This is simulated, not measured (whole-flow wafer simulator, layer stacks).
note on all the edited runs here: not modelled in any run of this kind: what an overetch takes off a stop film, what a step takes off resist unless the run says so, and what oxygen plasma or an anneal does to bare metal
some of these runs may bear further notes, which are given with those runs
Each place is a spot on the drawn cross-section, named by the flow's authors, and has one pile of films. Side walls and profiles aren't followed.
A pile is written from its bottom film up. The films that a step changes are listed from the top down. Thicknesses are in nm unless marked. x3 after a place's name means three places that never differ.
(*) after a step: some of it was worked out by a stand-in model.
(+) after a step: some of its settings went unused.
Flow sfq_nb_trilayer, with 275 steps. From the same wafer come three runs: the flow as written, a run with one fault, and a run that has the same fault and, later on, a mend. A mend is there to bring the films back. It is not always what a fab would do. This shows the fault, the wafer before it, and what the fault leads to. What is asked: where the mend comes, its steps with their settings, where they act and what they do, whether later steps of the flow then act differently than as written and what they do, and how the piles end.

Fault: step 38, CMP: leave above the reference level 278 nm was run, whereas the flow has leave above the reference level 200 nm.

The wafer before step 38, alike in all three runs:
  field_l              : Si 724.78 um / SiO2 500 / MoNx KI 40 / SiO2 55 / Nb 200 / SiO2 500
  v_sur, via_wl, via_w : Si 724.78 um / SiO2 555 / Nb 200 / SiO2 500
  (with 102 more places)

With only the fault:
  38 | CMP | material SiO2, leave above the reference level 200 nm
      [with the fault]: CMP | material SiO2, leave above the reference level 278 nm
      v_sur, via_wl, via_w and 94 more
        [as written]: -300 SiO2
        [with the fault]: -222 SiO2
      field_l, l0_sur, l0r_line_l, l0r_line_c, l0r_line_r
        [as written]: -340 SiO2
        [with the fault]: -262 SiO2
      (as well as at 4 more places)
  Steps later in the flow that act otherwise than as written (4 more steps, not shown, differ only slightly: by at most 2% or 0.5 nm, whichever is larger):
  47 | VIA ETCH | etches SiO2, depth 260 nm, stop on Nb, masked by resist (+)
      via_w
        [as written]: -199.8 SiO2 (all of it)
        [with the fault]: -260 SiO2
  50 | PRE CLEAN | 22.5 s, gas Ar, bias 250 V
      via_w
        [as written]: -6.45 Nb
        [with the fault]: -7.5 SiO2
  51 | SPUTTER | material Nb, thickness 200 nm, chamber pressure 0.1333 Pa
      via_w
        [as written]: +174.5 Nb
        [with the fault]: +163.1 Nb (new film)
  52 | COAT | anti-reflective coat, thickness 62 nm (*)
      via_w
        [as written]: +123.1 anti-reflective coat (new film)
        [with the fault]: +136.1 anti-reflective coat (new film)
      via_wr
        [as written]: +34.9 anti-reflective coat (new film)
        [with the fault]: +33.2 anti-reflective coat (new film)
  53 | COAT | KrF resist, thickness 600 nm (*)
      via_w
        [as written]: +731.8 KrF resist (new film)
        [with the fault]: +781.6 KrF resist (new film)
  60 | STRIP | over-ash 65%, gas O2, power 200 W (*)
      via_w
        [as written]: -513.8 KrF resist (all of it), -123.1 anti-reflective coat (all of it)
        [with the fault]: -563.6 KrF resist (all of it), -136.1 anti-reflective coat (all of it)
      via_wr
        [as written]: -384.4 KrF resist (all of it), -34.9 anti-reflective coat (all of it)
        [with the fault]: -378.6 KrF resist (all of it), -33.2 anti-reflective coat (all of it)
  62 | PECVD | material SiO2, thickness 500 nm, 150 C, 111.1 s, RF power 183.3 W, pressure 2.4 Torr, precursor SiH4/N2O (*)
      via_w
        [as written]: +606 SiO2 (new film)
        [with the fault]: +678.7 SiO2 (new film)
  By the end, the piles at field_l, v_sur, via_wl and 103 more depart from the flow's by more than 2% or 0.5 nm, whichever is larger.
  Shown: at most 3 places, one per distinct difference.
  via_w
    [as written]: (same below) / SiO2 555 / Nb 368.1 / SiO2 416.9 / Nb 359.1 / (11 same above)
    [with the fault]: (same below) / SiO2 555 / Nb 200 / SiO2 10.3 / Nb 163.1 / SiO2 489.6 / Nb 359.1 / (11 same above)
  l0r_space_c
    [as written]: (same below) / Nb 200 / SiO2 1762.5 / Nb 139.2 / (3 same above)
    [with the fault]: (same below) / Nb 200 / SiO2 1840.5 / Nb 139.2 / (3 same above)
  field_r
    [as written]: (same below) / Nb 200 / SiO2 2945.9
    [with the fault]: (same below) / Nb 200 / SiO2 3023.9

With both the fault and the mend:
  After step 45 comes the mend.
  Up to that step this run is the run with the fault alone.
  45a | STRIP | over-ash 65%, gas O2, power 200 W (*)
      field_l, v_sur, via_wl and 102 more
        -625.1 KrF resist (all of it), -62 anti-reflective coat (all of it)
      via_w
        -62 anti-reflective coat (all of it)
  45b | CMP | material SiO2, leave above the reference level 200 nm (a further turn of the flow's step 38)
      field_l, v_sur, via_wl and 103 more
        -78 SiO2
  45c | COAT | anti-reflective coat, thickness 62 nm (a further turn of the flow's step 40)
      field_l, v_sur, via_wl and 103 more
        +62 anti-reflective coat (new film)
  45d | COAT | KrF resist, thickness 650 nm (a further turn of the flow's step 41)
      field_l, v_sur, via_wl and 103 more
        +650 KrF resist (new film)
  45e | SOFTBAKE | KrF resist (a further turn of the flow's step 42)
      leaves every film unchanged at each place that is followed
  45f | EXPOSE | photomask I0, dose 11.91 mJ/cm2, NA 0.6, wavelength 248 nm (*) (a further turn of the flow's step 43)
      leaves every film unchanged at each place that is followed
  45g | PEB | KrF resist, 90 s (a further turn of the flow's step 44)
      field_l, v_sur, via_wl and 103 more
        -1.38 KrF resist
  45h | DEVELOP | KrF resist, thickness 650 nm, 60 s (a further turn of the flow's step 45)
      field_l, v_sur, via_wl and 102 more
        -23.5 KrF resist
      via_w
        -648.6 KrF resist (all of it)
  Later steps of the flow that are run all act as written at every place that is followed.
  At every place that both follow, the piles at the end match the flow's.
